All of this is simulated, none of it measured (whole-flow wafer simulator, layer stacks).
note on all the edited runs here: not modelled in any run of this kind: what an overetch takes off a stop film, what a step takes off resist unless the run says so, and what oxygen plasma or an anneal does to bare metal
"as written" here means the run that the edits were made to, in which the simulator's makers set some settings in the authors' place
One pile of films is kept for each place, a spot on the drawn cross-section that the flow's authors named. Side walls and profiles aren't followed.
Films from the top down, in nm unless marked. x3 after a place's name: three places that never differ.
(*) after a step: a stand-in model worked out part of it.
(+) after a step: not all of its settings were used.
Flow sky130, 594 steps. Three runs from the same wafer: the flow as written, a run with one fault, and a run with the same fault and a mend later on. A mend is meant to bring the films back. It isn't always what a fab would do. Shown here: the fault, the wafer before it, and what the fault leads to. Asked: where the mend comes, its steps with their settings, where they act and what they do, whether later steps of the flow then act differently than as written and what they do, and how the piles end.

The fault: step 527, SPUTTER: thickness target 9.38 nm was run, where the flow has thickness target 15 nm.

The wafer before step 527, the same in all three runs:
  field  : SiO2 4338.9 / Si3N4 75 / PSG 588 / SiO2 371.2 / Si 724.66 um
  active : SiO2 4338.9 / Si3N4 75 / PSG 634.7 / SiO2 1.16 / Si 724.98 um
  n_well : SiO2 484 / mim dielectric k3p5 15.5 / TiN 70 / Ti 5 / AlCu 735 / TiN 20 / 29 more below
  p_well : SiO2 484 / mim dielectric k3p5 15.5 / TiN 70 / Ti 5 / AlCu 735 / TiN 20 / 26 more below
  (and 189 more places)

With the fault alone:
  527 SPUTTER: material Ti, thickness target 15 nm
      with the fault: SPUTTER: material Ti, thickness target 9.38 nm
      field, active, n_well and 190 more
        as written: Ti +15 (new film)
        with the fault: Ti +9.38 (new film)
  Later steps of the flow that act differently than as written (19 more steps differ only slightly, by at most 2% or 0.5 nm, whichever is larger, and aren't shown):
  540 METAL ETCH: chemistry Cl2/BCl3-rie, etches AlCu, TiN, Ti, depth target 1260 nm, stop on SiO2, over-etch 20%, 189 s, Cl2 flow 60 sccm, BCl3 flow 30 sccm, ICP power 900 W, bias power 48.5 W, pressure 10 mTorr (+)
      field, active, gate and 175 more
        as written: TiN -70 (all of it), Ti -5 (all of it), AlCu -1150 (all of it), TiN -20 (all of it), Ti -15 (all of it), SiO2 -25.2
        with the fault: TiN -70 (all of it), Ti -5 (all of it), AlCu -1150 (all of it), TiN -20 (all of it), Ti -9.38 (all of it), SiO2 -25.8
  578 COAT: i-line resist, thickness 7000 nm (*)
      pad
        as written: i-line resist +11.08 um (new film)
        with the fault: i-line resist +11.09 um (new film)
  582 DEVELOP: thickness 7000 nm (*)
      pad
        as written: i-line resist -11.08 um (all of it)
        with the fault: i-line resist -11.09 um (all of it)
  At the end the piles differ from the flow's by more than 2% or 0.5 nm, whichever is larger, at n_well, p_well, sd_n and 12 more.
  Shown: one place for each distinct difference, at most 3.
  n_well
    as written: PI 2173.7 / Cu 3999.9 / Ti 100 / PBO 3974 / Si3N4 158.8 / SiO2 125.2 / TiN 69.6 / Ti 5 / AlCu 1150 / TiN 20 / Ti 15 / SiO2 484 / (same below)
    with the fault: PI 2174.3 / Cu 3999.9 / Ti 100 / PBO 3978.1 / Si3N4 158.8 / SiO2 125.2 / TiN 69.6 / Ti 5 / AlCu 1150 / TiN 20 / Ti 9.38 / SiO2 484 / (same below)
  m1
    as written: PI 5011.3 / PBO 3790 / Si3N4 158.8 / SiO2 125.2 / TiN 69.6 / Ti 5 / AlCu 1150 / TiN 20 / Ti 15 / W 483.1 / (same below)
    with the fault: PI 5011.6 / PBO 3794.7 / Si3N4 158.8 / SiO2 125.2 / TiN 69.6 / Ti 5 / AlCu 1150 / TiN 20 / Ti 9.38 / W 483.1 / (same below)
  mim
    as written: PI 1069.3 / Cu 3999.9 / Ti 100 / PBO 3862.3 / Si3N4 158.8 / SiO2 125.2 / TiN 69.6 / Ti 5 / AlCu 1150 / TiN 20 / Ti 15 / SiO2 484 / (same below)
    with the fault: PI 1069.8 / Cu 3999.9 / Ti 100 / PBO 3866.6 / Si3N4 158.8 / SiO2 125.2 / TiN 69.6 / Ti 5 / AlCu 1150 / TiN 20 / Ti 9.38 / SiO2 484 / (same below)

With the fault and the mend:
  The mend comes after step 527.
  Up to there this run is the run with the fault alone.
  527a SPUTTER: material Ti, thickness target 5.62 nm (the flow's step 527 once more, with other settings)
      field, active, n_well and 190 more
        Ti +5.62
  No later step of the flow acts differently than as written at any place that is followed.
  At the end the piles are the same as the flow's at every place that both follow.
